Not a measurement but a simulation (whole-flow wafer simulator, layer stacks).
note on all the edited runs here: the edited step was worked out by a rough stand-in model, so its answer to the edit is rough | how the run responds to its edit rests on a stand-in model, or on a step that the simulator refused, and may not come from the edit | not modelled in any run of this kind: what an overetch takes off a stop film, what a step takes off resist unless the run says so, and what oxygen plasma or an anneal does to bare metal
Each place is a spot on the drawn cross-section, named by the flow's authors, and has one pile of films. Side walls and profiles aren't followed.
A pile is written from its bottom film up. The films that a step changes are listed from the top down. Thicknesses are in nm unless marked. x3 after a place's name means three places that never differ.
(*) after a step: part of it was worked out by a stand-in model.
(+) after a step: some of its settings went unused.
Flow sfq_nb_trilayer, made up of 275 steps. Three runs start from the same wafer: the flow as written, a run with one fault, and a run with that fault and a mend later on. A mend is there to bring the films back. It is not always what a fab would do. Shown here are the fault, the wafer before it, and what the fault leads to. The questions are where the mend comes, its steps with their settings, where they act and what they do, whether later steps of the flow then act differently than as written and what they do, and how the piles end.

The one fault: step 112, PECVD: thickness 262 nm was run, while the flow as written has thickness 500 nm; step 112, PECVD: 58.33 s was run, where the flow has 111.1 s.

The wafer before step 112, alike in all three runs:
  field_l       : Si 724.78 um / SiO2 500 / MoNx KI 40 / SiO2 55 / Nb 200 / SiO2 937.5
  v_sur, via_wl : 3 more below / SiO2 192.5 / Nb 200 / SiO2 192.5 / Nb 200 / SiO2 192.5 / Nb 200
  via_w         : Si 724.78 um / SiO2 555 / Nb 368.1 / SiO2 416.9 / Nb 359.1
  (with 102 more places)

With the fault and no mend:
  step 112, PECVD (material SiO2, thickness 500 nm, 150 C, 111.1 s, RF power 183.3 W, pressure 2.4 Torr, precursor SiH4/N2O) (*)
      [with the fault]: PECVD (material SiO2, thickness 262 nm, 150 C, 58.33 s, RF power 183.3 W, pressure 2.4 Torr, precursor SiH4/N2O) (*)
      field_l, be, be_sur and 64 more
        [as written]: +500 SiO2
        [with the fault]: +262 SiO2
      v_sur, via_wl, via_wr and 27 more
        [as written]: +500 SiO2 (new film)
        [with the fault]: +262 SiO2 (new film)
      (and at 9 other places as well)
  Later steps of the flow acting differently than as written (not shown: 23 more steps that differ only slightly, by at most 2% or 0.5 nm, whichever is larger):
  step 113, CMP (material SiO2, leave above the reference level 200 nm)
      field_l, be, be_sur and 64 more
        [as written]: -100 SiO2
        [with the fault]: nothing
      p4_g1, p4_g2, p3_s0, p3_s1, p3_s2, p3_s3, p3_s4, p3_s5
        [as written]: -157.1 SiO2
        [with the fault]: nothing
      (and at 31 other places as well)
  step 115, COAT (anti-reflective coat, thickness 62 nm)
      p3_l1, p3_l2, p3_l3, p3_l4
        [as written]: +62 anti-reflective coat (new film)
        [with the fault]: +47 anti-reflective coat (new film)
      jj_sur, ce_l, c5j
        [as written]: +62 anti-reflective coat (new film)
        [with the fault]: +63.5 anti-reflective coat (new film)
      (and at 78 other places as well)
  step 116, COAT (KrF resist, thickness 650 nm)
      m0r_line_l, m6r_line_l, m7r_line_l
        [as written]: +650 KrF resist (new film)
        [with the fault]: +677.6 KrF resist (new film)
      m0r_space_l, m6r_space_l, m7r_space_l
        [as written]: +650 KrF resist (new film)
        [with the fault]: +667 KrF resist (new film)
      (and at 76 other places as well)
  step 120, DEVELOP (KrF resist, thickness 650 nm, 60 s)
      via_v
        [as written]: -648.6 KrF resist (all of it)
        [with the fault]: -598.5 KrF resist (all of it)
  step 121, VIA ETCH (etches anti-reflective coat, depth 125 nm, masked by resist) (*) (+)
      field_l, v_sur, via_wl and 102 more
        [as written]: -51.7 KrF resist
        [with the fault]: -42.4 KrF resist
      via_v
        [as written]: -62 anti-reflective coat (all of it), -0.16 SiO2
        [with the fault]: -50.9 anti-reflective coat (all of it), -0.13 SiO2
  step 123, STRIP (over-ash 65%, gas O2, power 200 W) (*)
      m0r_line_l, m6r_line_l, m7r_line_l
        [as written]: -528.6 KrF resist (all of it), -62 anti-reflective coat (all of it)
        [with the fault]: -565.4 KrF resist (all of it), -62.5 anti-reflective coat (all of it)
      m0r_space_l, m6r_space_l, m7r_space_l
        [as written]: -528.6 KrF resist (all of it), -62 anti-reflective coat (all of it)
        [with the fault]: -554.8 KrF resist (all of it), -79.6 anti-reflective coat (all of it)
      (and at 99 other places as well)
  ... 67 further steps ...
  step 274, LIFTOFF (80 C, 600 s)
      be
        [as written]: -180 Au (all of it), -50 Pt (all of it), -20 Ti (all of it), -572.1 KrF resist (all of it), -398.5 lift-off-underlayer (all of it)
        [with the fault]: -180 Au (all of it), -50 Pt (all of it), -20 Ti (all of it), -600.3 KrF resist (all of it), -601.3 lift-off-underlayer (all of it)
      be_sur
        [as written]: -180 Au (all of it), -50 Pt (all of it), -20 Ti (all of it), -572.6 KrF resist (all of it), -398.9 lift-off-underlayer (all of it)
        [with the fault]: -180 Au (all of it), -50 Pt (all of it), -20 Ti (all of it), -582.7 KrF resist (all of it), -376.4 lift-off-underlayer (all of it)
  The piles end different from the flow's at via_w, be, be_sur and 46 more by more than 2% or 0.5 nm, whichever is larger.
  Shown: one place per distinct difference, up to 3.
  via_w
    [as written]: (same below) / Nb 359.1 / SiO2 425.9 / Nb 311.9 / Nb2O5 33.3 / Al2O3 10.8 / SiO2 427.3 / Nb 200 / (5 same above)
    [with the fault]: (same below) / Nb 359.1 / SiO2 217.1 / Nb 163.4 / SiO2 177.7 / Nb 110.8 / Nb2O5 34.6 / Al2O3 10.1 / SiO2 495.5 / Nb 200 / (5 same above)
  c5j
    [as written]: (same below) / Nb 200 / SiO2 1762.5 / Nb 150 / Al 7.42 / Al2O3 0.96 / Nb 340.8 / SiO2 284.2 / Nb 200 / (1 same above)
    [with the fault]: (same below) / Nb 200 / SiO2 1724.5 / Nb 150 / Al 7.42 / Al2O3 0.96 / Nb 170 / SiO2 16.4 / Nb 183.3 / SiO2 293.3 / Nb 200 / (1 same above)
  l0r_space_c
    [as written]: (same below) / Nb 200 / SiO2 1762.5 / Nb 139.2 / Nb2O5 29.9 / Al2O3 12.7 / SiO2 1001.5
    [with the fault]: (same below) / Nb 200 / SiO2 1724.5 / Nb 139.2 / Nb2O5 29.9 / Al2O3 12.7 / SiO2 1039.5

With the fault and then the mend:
  The mend follows step 112.
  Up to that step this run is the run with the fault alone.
  step 112a, PECVD (material SiO2, thickness 238 nm, 150 C, 52.89 s, RF power 183.3 W, pressure 2.4 Torr, precursor SiH4/N2O) (*) (a further turn of the flow's step 112, with different settings)
      field_l, v_sur, via_wl and 102 more
        +238 SiO2
      via_w
        +265.2 SiO2
  Later steps of the flow acting differently than as written:
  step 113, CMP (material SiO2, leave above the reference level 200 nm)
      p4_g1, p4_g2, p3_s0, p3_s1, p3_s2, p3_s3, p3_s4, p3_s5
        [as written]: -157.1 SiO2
        [with the mend]: -100 SiO2
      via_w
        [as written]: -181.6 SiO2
        [with the mend]: -56.4 SiO2
  The piles end the same as the flow's at every place that both follow.
